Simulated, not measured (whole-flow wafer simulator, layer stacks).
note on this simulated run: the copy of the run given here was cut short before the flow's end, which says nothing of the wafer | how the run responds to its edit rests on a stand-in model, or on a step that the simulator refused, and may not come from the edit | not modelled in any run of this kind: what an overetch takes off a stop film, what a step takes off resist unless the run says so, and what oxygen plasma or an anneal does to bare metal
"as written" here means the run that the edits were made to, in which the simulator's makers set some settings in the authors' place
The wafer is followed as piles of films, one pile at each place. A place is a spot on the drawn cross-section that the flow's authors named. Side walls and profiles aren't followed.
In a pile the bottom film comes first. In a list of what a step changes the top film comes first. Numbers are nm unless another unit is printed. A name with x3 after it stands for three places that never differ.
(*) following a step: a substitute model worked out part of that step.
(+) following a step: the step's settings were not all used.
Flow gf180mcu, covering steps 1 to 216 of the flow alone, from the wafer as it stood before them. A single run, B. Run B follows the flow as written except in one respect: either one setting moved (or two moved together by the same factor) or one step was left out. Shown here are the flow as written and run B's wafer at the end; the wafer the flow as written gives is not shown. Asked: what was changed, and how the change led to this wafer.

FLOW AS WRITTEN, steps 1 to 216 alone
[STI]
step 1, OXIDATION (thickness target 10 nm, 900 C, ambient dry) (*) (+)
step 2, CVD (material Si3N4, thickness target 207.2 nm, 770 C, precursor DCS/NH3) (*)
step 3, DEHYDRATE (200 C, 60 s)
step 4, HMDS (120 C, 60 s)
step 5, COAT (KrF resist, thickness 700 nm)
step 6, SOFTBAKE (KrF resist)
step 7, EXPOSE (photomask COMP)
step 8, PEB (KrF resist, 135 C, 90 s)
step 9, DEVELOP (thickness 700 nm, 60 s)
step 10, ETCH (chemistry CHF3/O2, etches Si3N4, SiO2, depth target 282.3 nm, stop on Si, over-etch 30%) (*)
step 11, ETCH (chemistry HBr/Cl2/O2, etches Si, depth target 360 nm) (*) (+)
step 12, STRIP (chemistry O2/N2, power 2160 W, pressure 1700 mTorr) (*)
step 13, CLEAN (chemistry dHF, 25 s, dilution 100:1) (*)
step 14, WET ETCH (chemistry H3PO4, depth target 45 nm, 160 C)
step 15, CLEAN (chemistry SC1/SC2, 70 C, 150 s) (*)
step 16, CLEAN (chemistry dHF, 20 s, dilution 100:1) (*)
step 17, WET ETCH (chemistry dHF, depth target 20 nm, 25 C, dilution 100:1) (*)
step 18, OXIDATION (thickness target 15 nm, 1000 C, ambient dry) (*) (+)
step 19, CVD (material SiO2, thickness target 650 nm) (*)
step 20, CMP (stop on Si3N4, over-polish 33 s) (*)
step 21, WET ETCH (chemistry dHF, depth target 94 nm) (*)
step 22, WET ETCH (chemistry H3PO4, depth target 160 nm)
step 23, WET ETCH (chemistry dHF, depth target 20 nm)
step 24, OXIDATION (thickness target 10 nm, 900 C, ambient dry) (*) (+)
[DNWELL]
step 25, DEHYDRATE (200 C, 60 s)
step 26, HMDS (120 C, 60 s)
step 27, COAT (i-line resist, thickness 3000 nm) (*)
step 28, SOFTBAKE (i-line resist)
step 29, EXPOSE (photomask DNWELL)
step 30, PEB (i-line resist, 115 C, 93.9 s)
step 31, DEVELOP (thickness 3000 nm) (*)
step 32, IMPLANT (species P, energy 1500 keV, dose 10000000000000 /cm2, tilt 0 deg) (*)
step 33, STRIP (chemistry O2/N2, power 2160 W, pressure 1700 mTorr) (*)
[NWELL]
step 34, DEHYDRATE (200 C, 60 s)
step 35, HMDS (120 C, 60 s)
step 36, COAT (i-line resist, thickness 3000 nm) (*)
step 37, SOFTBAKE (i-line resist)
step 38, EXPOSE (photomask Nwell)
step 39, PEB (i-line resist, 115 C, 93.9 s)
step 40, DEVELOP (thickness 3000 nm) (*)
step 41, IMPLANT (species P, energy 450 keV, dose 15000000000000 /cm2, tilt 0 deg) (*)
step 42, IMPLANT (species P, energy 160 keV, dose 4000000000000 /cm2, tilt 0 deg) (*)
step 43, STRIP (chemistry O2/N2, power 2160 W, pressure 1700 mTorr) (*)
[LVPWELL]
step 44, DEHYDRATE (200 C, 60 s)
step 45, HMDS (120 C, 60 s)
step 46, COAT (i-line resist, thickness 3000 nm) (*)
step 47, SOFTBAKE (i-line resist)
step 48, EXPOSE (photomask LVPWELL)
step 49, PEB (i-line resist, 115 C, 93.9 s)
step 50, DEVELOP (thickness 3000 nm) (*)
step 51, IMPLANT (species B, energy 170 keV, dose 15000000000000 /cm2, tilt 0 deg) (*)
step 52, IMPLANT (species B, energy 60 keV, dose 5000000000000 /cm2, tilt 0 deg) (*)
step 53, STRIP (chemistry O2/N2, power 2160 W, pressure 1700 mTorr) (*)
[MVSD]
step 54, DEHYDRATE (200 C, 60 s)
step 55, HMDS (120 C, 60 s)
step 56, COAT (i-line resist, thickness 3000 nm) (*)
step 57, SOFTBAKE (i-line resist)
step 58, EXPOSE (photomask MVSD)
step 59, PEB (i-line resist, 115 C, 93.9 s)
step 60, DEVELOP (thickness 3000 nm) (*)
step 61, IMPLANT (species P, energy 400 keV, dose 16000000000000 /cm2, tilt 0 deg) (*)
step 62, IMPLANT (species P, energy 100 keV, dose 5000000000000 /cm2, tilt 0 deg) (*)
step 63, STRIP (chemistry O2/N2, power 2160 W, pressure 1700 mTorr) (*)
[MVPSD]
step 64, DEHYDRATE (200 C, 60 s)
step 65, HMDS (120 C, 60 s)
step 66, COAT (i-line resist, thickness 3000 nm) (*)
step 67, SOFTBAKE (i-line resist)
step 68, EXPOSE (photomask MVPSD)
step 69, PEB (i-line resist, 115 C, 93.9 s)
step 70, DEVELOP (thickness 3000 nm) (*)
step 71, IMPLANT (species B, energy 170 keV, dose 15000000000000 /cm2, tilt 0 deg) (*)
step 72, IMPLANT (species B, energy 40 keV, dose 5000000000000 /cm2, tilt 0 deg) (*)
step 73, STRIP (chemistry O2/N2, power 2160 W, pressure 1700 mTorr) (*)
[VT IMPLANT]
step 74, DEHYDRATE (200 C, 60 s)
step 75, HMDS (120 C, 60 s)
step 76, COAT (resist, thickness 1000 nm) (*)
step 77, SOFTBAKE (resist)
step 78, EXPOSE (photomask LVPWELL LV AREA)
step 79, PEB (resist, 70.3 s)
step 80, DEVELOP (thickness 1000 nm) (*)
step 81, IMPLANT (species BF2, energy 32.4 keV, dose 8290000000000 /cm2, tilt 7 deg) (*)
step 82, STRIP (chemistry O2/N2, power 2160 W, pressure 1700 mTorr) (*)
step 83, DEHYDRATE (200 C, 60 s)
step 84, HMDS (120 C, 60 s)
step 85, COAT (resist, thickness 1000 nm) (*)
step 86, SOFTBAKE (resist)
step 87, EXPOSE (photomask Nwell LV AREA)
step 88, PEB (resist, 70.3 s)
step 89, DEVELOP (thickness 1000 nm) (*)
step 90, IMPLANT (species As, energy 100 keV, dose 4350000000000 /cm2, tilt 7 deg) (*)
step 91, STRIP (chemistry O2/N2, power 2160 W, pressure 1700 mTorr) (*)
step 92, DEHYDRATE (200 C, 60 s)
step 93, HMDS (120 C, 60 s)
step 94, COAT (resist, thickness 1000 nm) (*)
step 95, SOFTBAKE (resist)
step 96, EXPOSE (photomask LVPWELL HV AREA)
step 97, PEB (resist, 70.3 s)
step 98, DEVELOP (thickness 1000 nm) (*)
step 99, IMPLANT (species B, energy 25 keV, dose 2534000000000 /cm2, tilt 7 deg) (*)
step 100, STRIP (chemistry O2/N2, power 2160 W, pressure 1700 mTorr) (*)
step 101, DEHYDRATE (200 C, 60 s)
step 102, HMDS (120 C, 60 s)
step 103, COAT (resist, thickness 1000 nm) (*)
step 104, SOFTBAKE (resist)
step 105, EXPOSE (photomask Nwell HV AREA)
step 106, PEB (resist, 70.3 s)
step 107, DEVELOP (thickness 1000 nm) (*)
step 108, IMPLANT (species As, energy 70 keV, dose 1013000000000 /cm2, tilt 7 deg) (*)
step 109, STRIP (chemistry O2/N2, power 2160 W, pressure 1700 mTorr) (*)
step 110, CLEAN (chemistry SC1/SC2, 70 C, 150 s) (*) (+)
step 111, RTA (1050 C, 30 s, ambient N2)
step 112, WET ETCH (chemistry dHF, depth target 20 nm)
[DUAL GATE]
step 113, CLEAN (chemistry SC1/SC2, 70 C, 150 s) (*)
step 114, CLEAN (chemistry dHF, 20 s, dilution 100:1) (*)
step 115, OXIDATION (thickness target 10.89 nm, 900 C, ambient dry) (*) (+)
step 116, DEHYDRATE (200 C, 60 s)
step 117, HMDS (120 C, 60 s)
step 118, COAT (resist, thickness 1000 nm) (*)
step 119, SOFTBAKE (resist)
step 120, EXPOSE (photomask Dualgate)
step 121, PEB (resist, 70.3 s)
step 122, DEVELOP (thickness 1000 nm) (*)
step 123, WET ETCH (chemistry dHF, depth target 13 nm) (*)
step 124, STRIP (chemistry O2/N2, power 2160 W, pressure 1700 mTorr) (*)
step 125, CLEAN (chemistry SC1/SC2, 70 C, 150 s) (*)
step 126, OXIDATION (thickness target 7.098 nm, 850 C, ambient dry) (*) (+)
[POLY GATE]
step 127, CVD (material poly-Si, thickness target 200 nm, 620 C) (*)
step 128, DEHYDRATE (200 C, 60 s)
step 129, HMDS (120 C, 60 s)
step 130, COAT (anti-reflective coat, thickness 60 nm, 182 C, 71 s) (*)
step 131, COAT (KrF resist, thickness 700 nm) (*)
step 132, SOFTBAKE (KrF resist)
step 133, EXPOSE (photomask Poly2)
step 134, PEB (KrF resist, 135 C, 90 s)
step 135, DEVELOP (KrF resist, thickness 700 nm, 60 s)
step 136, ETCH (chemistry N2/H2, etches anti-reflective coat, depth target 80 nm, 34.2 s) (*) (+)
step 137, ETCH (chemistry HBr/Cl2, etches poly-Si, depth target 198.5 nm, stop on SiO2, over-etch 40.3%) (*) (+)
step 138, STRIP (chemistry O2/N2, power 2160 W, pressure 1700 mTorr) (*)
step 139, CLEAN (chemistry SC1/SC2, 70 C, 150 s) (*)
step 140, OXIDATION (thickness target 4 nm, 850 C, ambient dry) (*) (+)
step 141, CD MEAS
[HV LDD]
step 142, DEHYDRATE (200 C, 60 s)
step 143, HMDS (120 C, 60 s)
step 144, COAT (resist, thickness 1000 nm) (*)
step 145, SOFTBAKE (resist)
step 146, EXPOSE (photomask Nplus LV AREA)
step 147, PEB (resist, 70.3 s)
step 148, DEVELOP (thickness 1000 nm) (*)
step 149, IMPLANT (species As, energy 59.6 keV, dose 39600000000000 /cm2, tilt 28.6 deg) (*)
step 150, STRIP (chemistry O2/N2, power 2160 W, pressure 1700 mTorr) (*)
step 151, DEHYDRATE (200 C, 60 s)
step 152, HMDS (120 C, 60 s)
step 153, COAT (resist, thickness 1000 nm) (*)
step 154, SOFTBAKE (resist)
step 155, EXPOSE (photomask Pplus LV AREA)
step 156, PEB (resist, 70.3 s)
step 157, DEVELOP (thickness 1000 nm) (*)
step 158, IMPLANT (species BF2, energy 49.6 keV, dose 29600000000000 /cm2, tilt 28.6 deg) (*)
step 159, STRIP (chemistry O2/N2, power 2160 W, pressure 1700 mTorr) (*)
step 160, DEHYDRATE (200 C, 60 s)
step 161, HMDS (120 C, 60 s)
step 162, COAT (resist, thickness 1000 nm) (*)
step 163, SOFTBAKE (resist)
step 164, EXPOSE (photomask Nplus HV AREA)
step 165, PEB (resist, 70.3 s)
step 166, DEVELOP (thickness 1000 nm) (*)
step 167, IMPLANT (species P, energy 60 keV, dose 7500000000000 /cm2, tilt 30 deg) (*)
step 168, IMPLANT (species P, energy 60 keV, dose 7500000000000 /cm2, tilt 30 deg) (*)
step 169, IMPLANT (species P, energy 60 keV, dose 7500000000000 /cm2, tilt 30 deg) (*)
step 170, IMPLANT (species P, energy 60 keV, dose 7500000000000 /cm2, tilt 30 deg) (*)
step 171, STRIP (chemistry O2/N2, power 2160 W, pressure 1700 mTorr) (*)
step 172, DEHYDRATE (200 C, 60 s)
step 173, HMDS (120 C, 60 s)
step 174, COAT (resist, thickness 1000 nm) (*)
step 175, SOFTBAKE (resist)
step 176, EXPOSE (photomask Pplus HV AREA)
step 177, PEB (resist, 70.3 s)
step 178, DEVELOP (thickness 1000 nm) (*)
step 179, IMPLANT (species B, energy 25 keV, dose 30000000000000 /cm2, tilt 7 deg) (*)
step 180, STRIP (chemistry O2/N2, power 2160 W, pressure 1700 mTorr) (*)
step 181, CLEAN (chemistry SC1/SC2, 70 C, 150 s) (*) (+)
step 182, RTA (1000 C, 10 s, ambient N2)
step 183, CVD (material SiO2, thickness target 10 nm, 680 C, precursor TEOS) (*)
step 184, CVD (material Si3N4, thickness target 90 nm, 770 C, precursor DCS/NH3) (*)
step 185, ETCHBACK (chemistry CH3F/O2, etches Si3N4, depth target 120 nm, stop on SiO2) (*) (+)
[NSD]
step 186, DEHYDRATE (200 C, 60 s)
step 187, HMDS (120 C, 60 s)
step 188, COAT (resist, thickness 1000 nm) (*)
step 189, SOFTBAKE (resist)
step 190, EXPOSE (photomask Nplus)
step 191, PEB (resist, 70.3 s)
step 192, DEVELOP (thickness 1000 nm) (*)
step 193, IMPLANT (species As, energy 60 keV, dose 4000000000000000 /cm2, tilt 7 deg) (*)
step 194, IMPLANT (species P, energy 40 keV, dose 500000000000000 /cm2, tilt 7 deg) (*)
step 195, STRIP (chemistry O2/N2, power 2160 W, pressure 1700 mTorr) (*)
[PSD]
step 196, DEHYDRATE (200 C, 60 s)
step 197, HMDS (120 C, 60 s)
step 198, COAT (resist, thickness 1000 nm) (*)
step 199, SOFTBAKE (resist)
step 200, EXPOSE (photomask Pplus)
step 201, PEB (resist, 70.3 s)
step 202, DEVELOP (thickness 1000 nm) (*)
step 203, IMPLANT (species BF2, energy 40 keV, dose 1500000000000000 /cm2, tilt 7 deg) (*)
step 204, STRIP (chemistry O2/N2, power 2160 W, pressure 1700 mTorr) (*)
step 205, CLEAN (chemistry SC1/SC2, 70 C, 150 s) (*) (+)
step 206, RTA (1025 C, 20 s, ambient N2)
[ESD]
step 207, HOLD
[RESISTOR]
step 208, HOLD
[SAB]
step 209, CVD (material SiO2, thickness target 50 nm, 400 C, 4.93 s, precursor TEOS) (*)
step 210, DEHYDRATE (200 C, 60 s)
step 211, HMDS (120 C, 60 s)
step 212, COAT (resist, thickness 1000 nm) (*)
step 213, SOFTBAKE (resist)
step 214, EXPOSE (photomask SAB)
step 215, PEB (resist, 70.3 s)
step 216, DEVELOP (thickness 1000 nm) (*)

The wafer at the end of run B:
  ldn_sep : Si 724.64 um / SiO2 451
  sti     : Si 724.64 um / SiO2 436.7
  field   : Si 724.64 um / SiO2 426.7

What caused this: step 23, WET ETCH: depth target 9.8 nm was run, whereas the flow has depth target 20 nm.

The path from the change to this, step by step:
  step 23, WET ETCH (chemistry dHF, depth target 20 nm)
      field, field_sub, sti and 34 more: -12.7 SiO2 (as written it would have been: -26 SiO2)
  step 28, SOFTBAKE (i-line resist)
      field: +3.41 i-line resist (as written it would have been: +2.45 i-line resist)
      field_sub: +2.6 i-line resist (as written it would have been: +1.87 i-line resist)
      (as well as at 40 more places)
  step 37, SOFTBAKE (i-line resist)
      field: +3.41 i-line resist (as written it would have been: +2.45 i-line resist)
      field_sub: +2.6 i-line resist (as written it would have been: +1.87 i-line resist)
      (as well as at 40 more places)
  step 47, SOFTBAKE (i-line resist)
      field: +3.41 i-line resist (as written it would have been: +2.45 i-line resist)
      field_sub: +2.6 i-line resist (as written it would have been: +1.87 i-line resist)
      (as well as at 40 more places)
  step 57, SOFTBAKE (i-line resist)
      field: +3.41 i-line resist (as written it would have been: +2.45 i-line resist)
      field_sub: +2.6 i-line resist (as written it would have been: +1.87 i-line resist)
      (as well as at 40 more places)
  step 67, SOFTBAKE (i-line resist)
      field: +3.41 i-line resist (as written it would have been: +2.45 i-line resist)
      field_sub: +2.6 i-line resist (as written it would have been: +1.87 i-line resist)
      (as well as at 40 more places)
  step 77, SOFTBAKE (resist)
      field_sub__w2: -1.88 resist (as written it would have been: -1.34 resist)
      gate_p_hv: +2.44 resist (as written it would have been: +1.75 resist)
      (as well as at 2 more places)
  step 86, SOFTBAKE (resist)
      field_sub__w2: -1.88 resist (as written it would have been: -1.34 resist)
      gate_p_hv: +2.44 resist (as written it would have been: +1.75 resist)
      (as well as at 2 more places)
  step 95, SOFTBAKE (resist)
      field_sub__w2: -1.88 resist (as written it would have been: -1.34 resist)
      gate_p_hv: +2.44 resist (as written it would have been: +1.75 resist)
      (as well as at 2 more places)
  step 104, SOFTBAKE (resist)
      field_sub__w2: -1.88 resist (as written it would have been: -1.34 resist)
      gate_p_hv: +2.44 resist (as written it would have been: +1.75 resist)
      (as well as at 2 more places)
  step 119, SOFTBAKE (resist)
      field_sub: -1.33 resist (as written it would have been: -0.73 resist)
      field_sub__w2: -1.16 resist (as written it would have been: -0.62 resist)
      (as well as at 3 more places)
  step 130, COAT (anti-reflective coat, thickness 60 nm, 182 C, 71 s) (*)
      p_well, spacer, sd_n: +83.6 anti-reflective coat (new film) (as written it would have been: +70.9 anti-reflective coat (new film))
      ldn_fp, ldp_fp: +42.3 anti-reflective coat (new film) (as written it would have been: +48.5 anti-reflective coat (new film))
      (as well as at 70 more places)
  step 136, ETCH (chemistry N2/H2, etches anti-reflective coat, depth target 80 nm, 34.2 s) (*) (+)
      p_well, spacer, sd_n: -83.6 anti-reflective coat (all of it), -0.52 poly-Si (as written it would have been: -70.9 anti-reflective coat (all of it), -0.85 poly-Si)
      field: -57.2 anti-reflective coat (all of it), -1.2 poly-Si (as written it would have been: -61.5 anti-reflective coat (all of it), -1.09 poly-Si)
      (as well as at 49 more places)
  step 138, STRIP (chemistry O2/N2, power 2160 W, pressure 1700 mTorr) (*)
      gate: +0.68 chemical SiO2 (new film), -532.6 KrF resist (all of it), -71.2 anti-reflective coat (all of it), -0.3 poly-Si (as written it would have been: +0.68 chemical SiO2 (new film), -531.7 KrF resist (all of it), -65.5 anti-reflective coat (all of it), -0.3 poly-Si)
      gate_hv: +0.68 chemical SiO2 (new film), -531.3 KrF resist (all of it), -63.2 anti-reflective coat (all of it), -0.3 poly-Si (as written it would have been: +0.68 chemical SiO2 (new film), -528.4 KrF resist (all of it), -61 anti-reflective coat (all of it), -0.3 poly-Si)
      (as well as at 20 more places)
  step 145, SOFTBAKE (resist)
      field_sub: +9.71 resist (as written it would have been: +10.3 resist)
      gate_p_hv: -7.22 resist (as written it would have been: -7.98 resist)
      (as well as at 5 more places)
  step 154, SOFTBAKE (resist)
      field_sub: +9.71 resist (as written it would have been: +10.3 resist)
      gate_p_hv: -7.22 resist (as written it would have been: -7.98 resist)
      (as well as at 5 more places)
  ... 5 further steps ...
  step 213, SOFTBAKE (resist)
      field__w8: -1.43 resist (as written it would have been: -1.94 resist)
      field_sub: +11.1 resist (as written it would have been: +11.7 resist)
      (as well as at 8 more places)
